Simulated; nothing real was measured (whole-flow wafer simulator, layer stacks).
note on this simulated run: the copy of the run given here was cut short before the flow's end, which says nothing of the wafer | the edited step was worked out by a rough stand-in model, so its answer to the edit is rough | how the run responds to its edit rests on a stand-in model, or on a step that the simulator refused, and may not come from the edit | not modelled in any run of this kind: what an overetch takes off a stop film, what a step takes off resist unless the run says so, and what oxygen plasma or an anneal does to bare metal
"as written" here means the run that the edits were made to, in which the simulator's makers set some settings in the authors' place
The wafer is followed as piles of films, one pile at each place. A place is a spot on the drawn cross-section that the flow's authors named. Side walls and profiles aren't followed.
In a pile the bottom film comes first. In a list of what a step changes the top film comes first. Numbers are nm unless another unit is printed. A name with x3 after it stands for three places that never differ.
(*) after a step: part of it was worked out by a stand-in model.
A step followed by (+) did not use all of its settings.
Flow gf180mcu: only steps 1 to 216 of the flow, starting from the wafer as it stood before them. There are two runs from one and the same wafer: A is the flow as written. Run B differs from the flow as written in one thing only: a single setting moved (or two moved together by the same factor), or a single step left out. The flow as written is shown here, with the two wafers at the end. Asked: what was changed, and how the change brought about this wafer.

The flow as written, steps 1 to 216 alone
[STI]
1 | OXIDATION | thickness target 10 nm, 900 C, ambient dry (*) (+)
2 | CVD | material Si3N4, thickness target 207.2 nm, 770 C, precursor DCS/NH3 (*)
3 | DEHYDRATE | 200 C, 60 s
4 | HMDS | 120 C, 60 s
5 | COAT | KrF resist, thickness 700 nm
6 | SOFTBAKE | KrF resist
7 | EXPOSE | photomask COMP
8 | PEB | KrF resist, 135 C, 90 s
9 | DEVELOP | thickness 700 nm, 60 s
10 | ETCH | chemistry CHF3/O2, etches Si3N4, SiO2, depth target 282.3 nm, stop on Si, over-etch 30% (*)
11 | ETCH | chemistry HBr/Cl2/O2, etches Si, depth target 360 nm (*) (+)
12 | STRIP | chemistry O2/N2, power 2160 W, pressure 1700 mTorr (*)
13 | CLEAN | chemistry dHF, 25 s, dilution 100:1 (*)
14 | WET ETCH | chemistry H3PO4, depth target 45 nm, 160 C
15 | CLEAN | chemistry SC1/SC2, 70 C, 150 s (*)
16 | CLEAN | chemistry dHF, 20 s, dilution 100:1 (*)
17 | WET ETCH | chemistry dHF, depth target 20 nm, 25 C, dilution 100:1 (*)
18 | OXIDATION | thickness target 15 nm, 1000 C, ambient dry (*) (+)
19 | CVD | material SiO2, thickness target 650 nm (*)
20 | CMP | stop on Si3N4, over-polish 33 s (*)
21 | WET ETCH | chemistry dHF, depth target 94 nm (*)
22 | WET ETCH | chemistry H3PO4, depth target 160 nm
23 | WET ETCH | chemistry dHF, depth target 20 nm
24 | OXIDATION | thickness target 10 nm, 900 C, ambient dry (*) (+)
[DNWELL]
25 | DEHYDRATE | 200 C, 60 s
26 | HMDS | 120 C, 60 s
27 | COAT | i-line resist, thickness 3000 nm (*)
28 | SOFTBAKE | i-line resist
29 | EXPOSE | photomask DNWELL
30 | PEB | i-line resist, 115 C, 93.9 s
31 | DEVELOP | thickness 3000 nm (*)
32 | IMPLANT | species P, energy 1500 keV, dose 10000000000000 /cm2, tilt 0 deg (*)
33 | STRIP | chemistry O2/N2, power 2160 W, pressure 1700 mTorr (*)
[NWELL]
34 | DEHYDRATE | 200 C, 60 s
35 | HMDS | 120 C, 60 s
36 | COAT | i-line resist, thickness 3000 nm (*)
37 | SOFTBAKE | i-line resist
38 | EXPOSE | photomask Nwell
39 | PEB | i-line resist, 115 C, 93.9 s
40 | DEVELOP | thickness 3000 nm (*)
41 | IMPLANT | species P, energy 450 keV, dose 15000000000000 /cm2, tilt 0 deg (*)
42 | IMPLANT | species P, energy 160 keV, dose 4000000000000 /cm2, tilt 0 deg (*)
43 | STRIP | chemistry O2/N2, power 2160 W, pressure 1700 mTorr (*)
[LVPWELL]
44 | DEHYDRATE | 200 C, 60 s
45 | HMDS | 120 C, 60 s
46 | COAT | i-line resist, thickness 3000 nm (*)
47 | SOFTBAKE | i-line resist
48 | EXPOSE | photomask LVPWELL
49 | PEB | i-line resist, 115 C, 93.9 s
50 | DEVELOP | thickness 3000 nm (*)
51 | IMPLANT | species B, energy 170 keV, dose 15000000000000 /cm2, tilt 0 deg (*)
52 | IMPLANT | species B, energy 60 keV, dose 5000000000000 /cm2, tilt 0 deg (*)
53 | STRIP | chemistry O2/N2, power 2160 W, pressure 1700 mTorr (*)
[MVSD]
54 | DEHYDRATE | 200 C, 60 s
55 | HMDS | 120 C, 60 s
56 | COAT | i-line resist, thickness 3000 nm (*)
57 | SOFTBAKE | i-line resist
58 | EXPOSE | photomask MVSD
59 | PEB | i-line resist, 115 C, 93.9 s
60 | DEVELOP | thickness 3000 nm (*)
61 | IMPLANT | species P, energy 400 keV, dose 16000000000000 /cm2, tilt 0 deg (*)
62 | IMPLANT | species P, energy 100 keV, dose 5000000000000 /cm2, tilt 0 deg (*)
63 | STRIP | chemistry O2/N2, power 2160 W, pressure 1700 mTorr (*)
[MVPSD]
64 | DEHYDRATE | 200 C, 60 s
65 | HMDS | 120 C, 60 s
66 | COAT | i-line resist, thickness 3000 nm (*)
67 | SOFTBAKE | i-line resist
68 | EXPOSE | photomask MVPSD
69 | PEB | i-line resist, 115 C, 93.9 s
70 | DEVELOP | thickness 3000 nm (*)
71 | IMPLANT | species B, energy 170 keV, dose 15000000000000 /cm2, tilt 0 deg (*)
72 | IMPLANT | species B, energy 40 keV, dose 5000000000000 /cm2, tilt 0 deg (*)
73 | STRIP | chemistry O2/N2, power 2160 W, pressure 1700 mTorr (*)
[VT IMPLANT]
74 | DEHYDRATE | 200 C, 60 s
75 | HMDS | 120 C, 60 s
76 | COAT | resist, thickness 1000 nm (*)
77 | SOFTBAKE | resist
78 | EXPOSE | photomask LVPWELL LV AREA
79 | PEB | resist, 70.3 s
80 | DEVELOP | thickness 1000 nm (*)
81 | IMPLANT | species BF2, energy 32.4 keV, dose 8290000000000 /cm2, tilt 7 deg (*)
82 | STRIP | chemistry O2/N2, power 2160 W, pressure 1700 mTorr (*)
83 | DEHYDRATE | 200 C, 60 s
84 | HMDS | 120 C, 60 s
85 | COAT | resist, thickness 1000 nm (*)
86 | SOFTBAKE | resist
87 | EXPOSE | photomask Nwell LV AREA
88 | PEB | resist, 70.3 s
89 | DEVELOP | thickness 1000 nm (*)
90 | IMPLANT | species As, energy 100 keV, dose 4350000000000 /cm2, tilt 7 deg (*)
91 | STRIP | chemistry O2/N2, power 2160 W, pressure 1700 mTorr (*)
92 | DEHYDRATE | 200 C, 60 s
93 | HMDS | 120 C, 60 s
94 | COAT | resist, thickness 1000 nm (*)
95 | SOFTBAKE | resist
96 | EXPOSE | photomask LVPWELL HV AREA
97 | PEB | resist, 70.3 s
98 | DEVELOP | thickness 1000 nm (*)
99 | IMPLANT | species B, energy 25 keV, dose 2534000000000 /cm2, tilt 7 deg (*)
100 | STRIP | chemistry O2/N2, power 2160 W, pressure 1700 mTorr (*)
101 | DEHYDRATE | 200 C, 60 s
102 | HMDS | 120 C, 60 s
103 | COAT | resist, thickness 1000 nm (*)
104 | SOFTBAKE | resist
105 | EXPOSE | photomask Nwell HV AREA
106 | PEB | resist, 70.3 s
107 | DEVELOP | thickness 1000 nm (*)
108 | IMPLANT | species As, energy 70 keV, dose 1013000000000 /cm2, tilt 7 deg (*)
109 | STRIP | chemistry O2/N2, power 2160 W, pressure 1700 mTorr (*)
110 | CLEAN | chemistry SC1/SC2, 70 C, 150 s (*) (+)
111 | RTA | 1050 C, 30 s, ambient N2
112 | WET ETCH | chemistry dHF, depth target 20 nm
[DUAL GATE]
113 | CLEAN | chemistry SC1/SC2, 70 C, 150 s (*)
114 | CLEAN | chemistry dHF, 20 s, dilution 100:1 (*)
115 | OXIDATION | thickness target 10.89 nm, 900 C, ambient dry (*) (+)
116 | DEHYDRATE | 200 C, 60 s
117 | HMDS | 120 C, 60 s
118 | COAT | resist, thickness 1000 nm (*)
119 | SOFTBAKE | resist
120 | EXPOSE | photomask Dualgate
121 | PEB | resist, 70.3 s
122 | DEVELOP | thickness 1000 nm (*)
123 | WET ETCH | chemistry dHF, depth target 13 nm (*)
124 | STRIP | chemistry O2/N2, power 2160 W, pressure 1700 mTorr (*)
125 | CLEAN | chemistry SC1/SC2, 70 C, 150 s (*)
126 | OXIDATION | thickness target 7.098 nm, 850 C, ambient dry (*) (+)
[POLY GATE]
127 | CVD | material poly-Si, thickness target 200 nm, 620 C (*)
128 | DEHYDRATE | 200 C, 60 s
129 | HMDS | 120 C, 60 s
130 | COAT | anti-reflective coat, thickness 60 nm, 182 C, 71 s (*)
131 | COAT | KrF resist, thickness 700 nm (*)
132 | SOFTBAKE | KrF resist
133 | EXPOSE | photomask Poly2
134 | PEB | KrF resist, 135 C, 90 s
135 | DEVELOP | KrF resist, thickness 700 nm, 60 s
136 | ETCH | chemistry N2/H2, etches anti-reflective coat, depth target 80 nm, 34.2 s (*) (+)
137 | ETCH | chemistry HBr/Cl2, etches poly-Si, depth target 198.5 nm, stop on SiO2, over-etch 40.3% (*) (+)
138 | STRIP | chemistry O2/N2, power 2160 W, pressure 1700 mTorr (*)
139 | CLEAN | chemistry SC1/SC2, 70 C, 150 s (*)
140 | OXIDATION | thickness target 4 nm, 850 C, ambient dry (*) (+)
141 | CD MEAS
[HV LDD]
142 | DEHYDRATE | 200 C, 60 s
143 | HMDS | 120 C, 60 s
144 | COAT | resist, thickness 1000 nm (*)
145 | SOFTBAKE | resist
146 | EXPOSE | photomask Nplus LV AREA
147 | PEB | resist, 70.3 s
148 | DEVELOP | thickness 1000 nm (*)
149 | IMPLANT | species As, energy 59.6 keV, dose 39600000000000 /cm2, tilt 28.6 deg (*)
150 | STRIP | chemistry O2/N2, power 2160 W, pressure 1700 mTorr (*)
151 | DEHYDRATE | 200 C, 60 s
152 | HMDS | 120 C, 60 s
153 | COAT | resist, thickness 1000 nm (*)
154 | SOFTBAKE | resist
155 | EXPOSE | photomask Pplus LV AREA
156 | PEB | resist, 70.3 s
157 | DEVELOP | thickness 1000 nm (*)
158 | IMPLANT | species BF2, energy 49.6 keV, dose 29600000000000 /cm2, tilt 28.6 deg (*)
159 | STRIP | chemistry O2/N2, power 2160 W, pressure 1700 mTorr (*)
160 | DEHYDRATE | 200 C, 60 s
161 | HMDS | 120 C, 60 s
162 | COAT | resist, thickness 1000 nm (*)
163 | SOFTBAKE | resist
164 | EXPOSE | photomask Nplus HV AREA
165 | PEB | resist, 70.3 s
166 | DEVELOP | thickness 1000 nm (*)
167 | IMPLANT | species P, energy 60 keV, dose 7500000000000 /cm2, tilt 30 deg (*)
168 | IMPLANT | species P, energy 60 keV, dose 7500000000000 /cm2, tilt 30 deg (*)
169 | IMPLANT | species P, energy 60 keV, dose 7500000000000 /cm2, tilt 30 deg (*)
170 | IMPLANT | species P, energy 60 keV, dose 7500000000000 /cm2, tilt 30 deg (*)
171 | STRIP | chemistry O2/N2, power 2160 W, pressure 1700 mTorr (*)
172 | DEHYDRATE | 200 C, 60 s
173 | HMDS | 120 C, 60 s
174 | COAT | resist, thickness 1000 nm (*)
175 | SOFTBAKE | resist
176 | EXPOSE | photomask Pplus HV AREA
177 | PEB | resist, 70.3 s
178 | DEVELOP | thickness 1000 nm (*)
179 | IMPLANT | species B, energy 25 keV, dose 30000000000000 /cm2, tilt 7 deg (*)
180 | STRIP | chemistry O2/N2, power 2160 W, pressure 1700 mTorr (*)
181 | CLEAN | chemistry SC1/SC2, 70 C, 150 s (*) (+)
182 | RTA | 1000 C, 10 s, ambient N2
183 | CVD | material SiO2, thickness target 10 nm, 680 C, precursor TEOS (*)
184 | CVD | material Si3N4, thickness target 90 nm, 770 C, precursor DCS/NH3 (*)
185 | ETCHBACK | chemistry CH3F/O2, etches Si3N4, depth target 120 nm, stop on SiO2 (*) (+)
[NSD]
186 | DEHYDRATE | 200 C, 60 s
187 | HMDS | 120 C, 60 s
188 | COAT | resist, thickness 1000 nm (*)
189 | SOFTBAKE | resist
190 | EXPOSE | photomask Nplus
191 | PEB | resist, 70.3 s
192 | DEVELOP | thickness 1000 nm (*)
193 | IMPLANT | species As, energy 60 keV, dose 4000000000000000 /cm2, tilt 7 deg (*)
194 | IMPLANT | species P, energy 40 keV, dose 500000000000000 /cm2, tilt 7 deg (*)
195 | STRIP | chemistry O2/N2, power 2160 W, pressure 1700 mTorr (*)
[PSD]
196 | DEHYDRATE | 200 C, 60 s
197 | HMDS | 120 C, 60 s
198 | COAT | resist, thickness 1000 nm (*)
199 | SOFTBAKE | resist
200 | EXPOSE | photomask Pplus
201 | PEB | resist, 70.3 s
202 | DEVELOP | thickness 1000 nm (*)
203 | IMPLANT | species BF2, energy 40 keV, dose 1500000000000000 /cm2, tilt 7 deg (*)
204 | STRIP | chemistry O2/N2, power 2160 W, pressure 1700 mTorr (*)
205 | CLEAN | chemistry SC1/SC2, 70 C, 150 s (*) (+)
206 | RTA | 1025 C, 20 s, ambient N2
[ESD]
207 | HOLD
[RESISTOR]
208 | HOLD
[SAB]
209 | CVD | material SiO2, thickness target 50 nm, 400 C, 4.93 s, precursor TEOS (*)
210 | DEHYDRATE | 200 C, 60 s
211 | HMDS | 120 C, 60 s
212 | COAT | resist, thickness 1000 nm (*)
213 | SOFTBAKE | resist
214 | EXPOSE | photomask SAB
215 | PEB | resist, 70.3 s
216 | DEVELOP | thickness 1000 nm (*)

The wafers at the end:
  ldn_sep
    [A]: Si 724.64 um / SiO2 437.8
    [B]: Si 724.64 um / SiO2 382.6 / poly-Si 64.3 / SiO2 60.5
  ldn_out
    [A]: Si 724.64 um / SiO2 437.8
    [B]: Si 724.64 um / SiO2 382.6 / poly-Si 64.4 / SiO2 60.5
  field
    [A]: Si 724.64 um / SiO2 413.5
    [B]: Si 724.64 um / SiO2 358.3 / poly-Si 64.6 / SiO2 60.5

What caused this: step 137, ETCH: depth target 94.3 nm was run, though the flow has depth target 198.5 nm.

Step by step, how the change led to this:
  137 | ETCH | chemistry HBr/Cl2, etches poly-Si, depth target 198.5 nm, stop on SiO2, over-etch 40.3% (*) (+)
      field__w3, field__w12, field_sub and 14 more: A -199 poly-Si (all of it), -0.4 SiO2 | B -132.3 poly-Si
      field__w6, sti, m1 and 11 more: A -198.8 poly-Si (all of it), -0.4 SiO2 | B -132.3 poly-Si
      (and at 61 other places as well)
  138 | STRIP | chemistry O2/N2, power 2160 W, pressure 1700 mTorr (*)
      field, field__w1, field__w2 and 61 more: A nothing | B +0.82 chemical SiO2 (new film), -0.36 poly-Si
      gate: A +0.68 chemical SiO2 (new film), -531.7 KrF resist (all of it), -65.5 anti-reflective coat (all of it), -0.3 poly-Si | B +0.67 chemical SiO2 (new film), -580.4 KrF resist (all of it), -65.5 anti-reflective coat (all of it), -0.3 poly-Si
      (and at 27 other places as well)
  139 | CLEAN | chemistry SC1/SC2, 70 C, 150 s (*)
      field, field__w1, field__w2 and 34 more: A -0.68 SiO2 | B -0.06 chemical SiO2, -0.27 poly-Si
  140 | OXIDATION | thickness target 4 nm, 850 C, ambient dry (*) (+)
      field, field__w1, field__w2 and 21 more: A +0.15 SiO2, -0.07 Si | B +4 SiO2 (new film), -0.76 chemical SiO2 (all of it), -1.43 poly-Si
      active_hv, active_nat, ld_sd_n and 11 more: A +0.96 SiO2, -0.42 Si | B +4 SiO2 (new film), -0.76 chemical SiO2 (all of it), -1.43 poly-Si
      (and at 26 other places as well)
  144 | COAT | resist, thickness 1000 nm (*)
      gate: A +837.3 resist (new film) | B +895.5 resist (new film)
      gate_hv: A +845.4 resist (new film) | B +897.9 resist (new film)
      (and at 27 other places as well)
  145 | SOFTBAKE | resist
      nw_enc_fld_lv__w3: A +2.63 resist | B -0.26 resist
      field__w1: A +4.19 resist | B +2.5 resist
      (and at 67 other places as well)
  147 | PEB | resist, 70.3 s
      ld_gate_n, ld_acc_n, ld_gate_p, ld_acc_p: A -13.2 resist | B -14.1 resist
      polyc_n, polyc_n_rim, polyc_p, polyc_p_rim: A -12.2 resist | B -13.4 resist
      (and at 23 other places as well)
  148 | DEVELOP | thickness 1000 nm (*)
      gate: A -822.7 resist (all of it) | B -880.8 resist (all of it)
      npoly_u: A -821.5 resist (all of it) | B -877.6 resist (all of it)
      (and at 3 other places as well)
  150 | STRIP | chemistry O2/N2, power 2160 W, pressure 1700 mTorr (*)
      gate_hv: A -824.2 resist (all of it) | B -878.8 resist (all of it)
      gate_p: A -828.7 resist (all of it) | B -884.8 resist (all of it)
      (and at 22 other places as well)
  153 | COAT | resist, thickness 1000 nm (*)
      gate: A +837.3 resist (new film) | B +895.5 resist (new film)
      gate_hv: A +845.4 resist (new film) | B +897.9 resist (new film)
      (and at 27 other places as well)
  154 | SOFTBAKE | resist
      nw_enc_fld_lv__w3: A +2.63 resist | B -0.26 resist
      field__w1: A +4.19 resist | B +2.5 resist
      (and at 67 other places as well)
  156 | PEB | resist, 70.3 s
      ld_gate_n, ld_acc_n, ld_gate_p, ld_acc_p: A -13.2 resist | B -14.1 resist
      polyc_n, polyc_n_rim, polyc_p, polyc_p_rim: A -12.2 resist | B -13.4 resist
      (and at 23 other places as well)
  157 | DEVELOP | thickness 1000 nm (*)
      gate_p: A -828.7 resist (all of it) | B -884.8 resist (all of it)
      ppoly_u: A -827 resist (all of it) | B -881.1 resist (all of it)
      (and at 3 other places as well)
  159 | STRIP | chemistry O2/N2, power 2160 W, pressure 1700 mTorr (*)
      gate: A -822.7 resist (all of it) | B -880.8 resist (all of it)
      gate_hv: A -824.2 resist (all of it) | B -878.8 resist (all of it)
      (and at 22 other places as well)
  162 | COAT | resist, thickness 1000 nm (*)
      gate: A +837.3 resist (new film) | B +895.5 resist (new film)
      gate_hv: A +845.4 resist (new film) | B +897.9 resist (new film)
      (and at 27 other places as well)
  163 | SOFTBAKE | resist
      nw_enc_fld_lv__w3: A +2.63 resist | B -0.26 resist
      field__w1: A +4.19 resist | B +2.5 resist
      (and at 67 other places as well)
  ... 22 other steps ...
  216 | DEVELOP | thickness 1000 nm (*)
      field__w3, field__w12: A -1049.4 resist (all of it) | B -1028.1 resist (all of it)
      field__w2: A -1035.2 resist (all of it) | B -1013.8 resist (all of it)
      (and at 39 other places as well)
